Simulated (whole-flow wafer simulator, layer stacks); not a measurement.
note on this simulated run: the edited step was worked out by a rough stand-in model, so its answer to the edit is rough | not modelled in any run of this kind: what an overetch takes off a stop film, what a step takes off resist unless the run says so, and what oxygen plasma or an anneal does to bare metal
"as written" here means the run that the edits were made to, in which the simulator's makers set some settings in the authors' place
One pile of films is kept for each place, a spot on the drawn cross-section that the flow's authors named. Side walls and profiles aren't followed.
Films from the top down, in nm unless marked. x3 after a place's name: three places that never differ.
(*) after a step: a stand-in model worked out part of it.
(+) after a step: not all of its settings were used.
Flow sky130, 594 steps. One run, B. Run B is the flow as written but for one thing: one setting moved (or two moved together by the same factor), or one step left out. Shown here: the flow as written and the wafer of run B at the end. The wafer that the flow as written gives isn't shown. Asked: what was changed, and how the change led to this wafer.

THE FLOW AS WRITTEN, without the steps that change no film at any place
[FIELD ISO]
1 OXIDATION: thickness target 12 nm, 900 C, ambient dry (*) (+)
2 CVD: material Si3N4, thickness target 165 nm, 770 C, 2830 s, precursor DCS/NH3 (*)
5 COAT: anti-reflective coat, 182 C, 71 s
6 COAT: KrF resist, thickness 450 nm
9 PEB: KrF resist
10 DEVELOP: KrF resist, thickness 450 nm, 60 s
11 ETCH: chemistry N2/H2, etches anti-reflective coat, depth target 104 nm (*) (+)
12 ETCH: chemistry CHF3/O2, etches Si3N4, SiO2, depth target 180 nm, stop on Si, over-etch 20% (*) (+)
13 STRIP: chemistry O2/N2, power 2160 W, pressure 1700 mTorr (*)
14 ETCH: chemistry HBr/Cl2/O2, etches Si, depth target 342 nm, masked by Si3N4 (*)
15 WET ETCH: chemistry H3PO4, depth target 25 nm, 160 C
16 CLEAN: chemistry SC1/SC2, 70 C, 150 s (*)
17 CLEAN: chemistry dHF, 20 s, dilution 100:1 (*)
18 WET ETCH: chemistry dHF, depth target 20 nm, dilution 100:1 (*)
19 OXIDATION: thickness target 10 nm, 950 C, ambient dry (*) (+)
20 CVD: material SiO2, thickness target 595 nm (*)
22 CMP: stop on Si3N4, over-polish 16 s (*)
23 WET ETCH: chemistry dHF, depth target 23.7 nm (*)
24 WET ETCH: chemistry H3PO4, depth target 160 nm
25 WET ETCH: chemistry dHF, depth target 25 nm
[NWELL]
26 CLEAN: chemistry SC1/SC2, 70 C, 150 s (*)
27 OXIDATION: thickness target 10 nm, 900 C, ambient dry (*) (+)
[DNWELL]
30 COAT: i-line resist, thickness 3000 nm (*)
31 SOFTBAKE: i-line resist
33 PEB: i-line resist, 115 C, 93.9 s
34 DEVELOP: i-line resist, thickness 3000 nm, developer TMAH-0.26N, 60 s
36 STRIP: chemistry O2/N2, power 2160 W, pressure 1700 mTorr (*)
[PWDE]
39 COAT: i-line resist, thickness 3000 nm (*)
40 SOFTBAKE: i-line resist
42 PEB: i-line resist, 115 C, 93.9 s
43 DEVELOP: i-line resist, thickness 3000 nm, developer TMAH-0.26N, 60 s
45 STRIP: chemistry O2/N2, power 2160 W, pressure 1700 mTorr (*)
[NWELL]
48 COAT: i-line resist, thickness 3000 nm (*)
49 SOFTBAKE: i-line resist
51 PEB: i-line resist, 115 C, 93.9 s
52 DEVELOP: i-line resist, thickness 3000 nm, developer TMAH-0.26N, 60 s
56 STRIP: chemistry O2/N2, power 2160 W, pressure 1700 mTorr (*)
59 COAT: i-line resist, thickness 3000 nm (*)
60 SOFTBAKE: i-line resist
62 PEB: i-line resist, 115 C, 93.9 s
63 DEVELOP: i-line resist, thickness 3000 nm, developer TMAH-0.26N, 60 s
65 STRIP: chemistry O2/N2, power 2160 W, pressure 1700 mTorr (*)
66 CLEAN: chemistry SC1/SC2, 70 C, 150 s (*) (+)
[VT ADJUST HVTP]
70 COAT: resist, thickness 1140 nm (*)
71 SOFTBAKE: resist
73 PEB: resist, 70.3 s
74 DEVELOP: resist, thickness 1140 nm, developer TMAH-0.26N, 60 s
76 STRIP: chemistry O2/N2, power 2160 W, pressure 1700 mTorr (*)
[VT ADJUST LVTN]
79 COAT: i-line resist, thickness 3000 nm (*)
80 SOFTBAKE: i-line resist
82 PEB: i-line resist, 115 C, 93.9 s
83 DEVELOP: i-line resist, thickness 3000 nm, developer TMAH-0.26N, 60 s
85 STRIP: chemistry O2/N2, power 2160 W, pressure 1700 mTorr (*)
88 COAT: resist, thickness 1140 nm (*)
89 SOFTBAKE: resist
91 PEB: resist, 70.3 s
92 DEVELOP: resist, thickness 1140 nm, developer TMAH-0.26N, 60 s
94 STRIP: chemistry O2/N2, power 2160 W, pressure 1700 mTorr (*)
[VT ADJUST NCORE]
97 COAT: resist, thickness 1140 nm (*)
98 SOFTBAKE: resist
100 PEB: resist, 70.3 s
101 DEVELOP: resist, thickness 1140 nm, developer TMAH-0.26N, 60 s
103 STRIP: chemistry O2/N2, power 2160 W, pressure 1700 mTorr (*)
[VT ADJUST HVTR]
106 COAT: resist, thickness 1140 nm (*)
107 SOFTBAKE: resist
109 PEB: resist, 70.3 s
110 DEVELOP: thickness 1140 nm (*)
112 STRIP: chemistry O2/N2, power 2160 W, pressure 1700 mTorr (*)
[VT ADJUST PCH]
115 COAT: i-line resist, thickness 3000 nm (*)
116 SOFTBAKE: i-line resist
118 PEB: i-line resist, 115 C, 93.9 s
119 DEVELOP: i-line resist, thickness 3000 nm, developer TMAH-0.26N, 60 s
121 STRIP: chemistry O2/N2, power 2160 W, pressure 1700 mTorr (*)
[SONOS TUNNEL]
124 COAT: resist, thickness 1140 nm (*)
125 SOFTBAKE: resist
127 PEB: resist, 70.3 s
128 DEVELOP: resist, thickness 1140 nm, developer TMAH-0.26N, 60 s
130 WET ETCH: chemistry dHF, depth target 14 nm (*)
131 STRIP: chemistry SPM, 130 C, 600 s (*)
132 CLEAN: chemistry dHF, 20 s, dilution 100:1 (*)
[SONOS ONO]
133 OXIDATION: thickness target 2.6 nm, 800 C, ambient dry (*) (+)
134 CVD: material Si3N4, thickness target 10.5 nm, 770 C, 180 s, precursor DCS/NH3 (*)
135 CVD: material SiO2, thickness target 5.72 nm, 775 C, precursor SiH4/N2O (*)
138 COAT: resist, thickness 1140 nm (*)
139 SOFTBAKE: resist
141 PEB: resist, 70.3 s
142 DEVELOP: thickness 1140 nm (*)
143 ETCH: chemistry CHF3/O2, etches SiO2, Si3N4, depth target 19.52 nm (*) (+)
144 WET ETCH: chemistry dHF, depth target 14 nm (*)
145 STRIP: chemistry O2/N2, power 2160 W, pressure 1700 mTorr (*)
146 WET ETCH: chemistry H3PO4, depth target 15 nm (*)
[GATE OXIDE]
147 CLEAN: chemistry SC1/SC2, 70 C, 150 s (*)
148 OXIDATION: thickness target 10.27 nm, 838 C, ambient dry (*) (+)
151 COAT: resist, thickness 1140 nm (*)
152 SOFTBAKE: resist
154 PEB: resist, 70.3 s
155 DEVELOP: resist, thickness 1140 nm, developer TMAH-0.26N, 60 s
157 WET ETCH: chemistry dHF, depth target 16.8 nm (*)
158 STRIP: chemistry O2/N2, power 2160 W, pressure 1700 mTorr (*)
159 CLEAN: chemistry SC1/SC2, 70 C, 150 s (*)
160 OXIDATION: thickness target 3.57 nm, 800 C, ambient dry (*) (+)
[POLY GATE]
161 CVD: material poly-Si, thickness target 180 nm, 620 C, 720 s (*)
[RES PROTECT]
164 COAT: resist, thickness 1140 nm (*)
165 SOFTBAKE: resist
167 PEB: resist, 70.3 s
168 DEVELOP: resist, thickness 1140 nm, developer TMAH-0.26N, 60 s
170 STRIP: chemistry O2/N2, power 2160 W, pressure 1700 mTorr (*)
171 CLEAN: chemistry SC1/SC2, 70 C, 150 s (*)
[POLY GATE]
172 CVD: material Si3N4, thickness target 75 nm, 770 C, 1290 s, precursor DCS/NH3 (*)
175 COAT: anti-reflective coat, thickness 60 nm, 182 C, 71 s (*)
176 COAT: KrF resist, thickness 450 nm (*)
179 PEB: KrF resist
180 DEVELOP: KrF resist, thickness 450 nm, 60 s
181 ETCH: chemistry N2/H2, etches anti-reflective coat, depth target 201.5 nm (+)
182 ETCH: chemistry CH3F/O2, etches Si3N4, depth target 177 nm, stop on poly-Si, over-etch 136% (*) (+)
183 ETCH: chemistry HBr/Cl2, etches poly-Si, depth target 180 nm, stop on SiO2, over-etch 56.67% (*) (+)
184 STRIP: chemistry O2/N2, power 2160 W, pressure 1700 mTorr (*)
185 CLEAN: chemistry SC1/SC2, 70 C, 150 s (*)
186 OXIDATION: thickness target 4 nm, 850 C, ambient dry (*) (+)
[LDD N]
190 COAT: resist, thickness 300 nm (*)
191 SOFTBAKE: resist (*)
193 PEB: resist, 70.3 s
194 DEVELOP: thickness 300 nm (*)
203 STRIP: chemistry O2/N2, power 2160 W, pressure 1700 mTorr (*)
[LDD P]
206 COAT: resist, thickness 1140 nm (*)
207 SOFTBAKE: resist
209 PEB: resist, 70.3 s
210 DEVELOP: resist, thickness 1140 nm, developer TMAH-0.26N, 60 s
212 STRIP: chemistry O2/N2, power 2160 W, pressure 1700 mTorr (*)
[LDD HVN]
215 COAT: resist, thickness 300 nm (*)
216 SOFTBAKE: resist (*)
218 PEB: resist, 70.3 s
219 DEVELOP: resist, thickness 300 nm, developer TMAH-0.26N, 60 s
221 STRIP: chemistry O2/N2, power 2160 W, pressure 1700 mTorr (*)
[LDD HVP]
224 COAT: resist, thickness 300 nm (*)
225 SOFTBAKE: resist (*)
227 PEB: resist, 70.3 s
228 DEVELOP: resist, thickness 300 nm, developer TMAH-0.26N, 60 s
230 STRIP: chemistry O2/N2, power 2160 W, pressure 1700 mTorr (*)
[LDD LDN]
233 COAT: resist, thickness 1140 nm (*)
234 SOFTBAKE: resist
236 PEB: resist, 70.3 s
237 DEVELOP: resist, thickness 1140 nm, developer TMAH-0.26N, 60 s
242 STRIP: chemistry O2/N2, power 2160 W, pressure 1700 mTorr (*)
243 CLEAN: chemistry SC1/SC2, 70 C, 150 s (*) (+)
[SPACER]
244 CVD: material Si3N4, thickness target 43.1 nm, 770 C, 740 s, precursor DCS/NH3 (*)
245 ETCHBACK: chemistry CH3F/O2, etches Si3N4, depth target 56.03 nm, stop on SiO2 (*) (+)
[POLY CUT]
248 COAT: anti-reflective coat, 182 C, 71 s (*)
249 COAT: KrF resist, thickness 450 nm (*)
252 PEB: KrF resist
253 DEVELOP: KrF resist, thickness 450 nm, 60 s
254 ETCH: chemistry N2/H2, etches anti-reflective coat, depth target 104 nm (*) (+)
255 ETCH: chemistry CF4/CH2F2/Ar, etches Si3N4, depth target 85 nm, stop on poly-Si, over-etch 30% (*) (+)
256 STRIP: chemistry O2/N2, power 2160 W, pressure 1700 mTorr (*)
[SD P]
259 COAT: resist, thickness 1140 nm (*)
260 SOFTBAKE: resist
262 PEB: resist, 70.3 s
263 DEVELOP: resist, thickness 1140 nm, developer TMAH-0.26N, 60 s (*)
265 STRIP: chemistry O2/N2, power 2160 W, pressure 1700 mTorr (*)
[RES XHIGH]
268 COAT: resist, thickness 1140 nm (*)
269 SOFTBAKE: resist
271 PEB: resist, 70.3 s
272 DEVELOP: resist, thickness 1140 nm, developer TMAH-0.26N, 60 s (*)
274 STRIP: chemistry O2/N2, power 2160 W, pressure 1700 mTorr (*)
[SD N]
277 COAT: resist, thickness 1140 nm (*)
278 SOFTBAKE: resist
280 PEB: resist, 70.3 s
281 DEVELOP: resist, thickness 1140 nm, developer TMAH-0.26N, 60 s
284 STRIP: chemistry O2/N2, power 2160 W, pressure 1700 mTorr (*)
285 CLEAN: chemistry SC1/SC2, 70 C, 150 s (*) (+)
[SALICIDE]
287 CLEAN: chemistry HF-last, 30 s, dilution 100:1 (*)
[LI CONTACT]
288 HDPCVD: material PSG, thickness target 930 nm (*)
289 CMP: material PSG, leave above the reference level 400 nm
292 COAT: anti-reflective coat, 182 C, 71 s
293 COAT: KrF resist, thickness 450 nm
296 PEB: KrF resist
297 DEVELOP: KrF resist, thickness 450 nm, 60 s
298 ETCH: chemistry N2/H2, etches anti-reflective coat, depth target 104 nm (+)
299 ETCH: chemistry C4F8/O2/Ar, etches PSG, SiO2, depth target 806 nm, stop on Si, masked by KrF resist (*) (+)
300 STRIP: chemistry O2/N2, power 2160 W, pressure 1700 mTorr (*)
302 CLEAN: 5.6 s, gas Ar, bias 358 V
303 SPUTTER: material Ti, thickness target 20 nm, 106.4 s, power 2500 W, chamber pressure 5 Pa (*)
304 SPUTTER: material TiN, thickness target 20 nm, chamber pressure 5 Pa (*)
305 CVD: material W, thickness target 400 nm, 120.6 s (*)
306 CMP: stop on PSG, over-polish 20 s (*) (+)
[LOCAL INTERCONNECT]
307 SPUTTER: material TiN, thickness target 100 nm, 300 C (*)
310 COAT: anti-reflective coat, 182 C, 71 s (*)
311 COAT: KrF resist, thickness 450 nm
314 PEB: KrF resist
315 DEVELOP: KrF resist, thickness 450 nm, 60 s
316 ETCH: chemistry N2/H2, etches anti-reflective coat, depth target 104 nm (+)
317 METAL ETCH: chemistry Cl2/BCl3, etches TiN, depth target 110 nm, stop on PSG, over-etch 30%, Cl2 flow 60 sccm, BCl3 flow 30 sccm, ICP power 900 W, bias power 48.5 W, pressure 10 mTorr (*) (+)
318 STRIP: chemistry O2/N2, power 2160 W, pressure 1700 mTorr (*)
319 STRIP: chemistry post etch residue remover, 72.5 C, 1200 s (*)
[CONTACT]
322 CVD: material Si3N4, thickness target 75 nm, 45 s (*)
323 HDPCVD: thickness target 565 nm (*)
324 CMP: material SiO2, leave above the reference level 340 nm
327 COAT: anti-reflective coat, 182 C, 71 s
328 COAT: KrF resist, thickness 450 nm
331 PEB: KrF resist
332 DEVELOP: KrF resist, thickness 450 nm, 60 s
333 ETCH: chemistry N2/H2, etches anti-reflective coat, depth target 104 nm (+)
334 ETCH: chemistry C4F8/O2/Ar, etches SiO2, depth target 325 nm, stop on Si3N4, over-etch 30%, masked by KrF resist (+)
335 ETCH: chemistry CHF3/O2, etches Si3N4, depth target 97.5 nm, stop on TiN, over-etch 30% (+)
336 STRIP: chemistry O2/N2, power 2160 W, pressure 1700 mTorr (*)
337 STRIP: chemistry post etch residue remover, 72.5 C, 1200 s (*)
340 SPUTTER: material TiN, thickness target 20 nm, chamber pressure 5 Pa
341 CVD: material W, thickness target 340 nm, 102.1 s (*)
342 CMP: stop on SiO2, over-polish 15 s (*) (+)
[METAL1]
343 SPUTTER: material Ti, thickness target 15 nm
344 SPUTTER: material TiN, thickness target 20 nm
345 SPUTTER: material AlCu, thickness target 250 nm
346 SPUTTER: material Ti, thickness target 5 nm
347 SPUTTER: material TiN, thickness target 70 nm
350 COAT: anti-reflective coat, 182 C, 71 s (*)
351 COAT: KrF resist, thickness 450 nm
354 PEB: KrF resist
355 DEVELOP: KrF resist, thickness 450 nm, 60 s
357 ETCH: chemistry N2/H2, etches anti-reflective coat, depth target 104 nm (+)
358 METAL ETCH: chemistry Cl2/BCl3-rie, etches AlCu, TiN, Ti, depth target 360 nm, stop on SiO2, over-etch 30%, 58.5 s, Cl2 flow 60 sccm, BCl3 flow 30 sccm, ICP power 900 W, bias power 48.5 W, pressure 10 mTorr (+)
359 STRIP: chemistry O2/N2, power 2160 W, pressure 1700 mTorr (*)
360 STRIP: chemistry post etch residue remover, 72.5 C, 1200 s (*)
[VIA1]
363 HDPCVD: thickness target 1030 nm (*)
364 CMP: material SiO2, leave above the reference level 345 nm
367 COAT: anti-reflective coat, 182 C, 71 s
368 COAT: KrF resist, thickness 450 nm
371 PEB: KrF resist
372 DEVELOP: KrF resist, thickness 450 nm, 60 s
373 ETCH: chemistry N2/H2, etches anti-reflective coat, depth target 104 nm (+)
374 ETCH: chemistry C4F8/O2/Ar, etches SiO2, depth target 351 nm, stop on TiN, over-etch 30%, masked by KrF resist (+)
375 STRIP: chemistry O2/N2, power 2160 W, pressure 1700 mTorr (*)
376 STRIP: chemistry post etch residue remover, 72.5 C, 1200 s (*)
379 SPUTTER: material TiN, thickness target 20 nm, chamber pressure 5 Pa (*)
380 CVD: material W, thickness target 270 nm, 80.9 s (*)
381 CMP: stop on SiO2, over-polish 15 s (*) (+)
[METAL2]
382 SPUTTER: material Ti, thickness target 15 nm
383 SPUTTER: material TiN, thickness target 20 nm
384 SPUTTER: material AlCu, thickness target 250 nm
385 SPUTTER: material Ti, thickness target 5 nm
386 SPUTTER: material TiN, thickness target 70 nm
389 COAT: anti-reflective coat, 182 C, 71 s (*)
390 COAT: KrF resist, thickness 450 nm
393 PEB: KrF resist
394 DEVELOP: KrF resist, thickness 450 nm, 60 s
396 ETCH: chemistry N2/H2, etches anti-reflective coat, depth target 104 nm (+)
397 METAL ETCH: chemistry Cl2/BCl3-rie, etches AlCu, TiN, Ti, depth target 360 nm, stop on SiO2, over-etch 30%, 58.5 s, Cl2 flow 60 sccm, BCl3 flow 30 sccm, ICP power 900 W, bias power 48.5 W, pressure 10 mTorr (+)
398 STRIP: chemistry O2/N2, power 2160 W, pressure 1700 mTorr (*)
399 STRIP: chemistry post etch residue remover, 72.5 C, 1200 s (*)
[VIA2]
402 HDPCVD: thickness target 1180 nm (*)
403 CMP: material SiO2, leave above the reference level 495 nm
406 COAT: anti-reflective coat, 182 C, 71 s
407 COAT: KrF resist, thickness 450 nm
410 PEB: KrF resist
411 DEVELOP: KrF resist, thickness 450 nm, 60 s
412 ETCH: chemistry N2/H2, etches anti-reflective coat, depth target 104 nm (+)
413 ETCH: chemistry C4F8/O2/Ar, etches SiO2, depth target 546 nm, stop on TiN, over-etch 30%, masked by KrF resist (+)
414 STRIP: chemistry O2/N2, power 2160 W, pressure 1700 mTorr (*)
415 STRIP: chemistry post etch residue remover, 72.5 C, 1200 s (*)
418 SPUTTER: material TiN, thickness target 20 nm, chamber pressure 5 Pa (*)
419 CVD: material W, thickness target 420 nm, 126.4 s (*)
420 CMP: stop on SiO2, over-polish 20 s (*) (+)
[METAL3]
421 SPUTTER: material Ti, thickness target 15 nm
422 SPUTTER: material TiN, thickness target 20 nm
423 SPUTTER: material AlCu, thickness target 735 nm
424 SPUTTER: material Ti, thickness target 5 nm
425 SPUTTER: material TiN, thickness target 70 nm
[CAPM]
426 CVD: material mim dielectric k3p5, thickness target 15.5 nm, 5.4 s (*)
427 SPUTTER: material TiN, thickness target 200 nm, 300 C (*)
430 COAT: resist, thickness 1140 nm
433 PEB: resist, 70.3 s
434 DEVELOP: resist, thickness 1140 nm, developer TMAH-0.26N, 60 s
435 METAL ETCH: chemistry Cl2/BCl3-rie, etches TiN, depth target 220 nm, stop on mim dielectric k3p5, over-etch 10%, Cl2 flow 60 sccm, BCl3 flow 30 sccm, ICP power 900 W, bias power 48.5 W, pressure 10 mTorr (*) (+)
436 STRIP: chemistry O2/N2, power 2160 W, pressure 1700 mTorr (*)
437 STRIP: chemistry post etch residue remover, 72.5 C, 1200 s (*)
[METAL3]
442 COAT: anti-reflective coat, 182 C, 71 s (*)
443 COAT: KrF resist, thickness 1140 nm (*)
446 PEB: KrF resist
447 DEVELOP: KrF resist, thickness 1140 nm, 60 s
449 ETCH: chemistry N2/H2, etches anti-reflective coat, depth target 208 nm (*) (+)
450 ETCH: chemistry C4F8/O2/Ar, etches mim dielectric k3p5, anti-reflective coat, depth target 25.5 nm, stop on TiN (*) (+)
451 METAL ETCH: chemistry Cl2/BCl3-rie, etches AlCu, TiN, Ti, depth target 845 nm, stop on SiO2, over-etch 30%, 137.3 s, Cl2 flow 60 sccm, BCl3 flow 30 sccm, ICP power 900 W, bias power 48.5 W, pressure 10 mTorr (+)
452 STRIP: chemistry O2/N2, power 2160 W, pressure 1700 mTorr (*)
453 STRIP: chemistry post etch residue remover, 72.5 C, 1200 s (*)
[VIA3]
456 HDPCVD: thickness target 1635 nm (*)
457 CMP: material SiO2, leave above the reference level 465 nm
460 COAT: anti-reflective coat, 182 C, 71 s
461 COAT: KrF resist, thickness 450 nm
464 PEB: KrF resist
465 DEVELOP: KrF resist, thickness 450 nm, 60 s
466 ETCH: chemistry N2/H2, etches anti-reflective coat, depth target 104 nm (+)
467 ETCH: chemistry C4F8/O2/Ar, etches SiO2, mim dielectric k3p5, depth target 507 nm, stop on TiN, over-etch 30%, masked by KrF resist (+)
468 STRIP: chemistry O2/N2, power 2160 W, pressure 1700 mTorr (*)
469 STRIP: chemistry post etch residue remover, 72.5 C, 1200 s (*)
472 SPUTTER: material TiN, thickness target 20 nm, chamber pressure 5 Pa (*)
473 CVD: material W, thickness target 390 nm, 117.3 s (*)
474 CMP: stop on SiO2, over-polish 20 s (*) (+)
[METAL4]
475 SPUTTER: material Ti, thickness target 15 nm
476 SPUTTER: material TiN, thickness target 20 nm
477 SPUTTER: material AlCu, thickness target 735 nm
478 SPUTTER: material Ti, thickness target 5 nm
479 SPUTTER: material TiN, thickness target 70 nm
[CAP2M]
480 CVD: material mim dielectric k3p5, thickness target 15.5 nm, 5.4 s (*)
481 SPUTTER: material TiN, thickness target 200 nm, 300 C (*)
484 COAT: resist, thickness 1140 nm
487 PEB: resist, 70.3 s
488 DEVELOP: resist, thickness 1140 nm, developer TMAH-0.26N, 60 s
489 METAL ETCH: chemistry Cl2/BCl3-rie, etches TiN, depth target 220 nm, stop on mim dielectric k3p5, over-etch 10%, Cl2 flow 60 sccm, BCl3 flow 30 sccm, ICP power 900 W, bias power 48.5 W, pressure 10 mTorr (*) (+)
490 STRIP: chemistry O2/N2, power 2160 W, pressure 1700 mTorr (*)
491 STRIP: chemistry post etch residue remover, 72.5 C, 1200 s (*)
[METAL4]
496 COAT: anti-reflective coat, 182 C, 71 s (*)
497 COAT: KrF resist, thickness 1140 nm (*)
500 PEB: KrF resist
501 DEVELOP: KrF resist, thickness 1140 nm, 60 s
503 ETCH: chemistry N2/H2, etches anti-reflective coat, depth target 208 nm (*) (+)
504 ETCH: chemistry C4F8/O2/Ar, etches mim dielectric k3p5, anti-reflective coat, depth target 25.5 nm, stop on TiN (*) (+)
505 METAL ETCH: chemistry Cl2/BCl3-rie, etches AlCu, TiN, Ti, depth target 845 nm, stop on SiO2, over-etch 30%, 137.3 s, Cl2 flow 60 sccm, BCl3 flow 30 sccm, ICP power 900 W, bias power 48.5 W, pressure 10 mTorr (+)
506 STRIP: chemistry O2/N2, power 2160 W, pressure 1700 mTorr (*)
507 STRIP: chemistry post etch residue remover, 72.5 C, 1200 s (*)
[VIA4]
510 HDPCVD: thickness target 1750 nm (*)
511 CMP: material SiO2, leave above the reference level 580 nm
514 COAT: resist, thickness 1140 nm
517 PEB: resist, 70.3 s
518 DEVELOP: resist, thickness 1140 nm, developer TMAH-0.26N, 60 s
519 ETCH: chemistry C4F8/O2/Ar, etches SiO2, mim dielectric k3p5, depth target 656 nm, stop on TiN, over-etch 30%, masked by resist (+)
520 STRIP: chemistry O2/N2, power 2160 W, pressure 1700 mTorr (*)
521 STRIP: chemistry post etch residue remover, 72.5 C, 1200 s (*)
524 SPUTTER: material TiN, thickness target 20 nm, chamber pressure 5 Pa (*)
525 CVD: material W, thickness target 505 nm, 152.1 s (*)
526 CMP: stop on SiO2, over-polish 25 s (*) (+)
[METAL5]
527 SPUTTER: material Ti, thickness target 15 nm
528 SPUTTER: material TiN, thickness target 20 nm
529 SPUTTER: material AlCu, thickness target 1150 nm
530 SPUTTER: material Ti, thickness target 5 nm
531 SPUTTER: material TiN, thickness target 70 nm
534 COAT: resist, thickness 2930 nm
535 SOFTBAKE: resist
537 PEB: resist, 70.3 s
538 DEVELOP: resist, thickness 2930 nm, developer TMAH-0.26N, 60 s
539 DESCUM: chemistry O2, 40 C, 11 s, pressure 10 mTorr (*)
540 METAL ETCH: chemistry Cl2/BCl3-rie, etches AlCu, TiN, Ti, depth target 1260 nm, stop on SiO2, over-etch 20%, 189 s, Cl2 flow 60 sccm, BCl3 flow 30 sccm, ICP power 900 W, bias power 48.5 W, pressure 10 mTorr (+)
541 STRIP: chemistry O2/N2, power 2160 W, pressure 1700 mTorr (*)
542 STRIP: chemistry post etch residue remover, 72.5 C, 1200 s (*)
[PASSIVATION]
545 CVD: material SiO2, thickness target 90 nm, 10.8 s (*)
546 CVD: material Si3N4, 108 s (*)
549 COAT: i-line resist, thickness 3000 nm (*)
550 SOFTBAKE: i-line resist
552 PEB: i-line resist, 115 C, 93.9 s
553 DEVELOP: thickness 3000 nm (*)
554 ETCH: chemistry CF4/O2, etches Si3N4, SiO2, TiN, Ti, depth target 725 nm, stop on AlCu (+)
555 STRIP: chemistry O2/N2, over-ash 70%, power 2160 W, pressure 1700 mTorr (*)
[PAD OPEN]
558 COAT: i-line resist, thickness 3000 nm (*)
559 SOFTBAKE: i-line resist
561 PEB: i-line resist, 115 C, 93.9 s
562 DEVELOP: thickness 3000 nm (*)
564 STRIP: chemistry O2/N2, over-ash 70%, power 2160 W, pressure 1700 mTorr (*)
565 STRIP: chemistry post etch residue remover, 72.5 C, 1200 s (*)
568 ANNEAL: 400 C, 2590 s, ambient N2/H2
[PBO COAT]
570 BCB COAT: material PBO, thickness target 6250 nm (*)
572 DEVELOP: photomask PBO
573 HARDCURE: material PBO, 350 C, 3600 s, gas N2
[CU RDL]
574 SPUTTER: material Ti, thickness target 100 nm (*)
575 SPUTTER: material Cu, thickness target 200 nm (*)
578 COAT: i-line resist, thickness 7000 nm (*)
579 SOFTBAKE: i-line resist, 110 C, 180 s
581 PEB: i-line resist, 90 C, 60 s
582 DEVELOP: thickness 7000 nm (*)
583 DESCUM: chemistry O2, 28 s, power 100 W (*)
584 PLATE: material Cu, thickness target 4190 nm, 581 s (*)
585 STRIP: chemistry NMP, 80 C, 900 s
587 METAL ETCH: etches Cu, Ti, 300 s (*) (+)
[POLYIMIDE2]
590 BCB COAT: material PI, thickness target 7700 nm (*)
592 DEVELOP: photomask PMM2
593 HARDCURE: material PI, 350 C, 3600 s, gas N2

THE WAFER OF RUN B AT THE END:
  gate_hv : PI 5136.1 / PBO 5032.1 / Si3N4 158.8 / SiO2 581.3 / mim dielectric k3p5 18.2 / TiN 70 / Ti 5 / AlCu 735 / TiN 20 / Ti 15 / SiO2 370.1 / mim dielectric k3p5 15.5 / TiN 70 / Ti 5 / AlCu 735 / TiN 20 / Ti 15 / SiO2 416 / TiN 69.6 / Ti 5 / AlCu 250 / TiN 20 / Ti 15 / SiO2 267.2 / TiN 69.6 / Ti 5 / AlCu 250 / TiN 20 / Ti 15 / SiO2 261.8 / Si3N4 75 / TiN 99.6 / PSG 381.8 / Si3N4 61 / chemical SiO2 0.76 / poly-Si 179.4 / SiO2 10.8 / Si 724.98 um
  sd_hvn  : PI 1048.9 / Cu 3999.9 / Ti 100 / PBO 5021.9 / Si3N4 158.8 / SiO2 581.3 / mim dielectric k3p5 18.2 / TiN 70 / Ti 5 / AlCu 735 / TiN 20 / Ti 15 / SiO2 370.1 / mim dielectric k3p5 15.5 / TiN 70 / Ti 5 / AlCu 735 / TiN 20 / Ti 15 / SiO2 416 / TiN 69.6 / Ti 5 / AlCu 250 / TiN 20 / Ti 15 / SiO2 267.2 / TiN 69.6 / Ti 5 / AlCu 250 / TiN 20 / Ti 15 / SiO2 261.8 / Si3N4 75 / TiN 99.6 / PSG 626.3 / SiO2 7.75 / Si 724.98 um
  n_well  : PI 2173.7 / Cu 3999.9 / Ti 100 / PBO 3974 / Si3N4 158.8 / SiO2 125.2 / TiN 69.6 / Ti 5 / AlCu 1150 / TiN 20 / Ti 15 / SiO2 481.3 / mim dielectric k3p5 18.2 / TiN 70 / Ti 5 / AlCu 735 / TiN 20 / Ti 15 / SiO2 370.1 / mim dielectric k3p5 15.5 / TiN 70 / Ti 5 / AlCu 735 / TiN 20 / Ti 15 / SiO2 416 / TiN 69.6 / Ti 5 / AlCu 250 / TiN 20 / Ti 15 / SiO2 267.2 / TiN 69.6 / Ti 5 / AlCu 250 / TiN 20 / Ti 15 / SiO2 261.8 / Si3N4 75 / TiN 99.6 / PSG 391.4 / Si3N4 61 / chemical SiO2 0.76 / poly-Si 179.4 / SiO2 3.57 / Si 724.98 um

The cause: step 480, CVD: thickness target 18.2 nm was run, where the flow has thickness target 15.5 nm; step 480, CVD: 6.35 s was run, where the flow has 5.4 s.
It can be read off the wafer: gate_hv has mim dielectric k3p5 18.2, and step 480 as written asks for 15.5 nm.

How the change led to this, step by step:
  480 CVD: material mim dielectric k3p5, thickness target 15.5 nm, 5.4 s (*)
      field, active, n_well and 189 more: mim dielectric k3p5 +18.2 (new film) (as written it would be: mim dielectric k3p5 +15.5 (new film))
  504 ETCH: chemistry C4F8/O2/Ar, etches mim dielectric k3p5, anti-reflective coat, depth target 25.5 nm, stop on TiN (*) (+)
      n_well, p_well, gate_hv and 102 more: KrF resist -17 (as written it would be: KrF resist -15.5)
      field, active, gate and 85 more: mim dielectric k3p5 -18.2 (all of it) (as written it would be: mim dielectric k3p5 -15.5 (all of it))
  519 ETCH: chemistry C4F8/O2/Ar, etches SiO2, mim dielectric k3p5, depth target 656 nm, stop on TiN, over-etch 30%, masked by resist (+)
      m1: SiO2 -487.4 (all of it), mim dielectric k3p5 -18.2 (all of it) (as written it would be: SiO2 -490.1 (all of it), mim dielectric k3p5 -15.5 (all of it))
      via4_hole: SiO2 -486.8 (all of it), mim dielectric k3p5 -18.2 (all of it) (as written it would be: SiO2 -489.5 (all of it), mim dielectric k3p5 -15.5 (all of it))
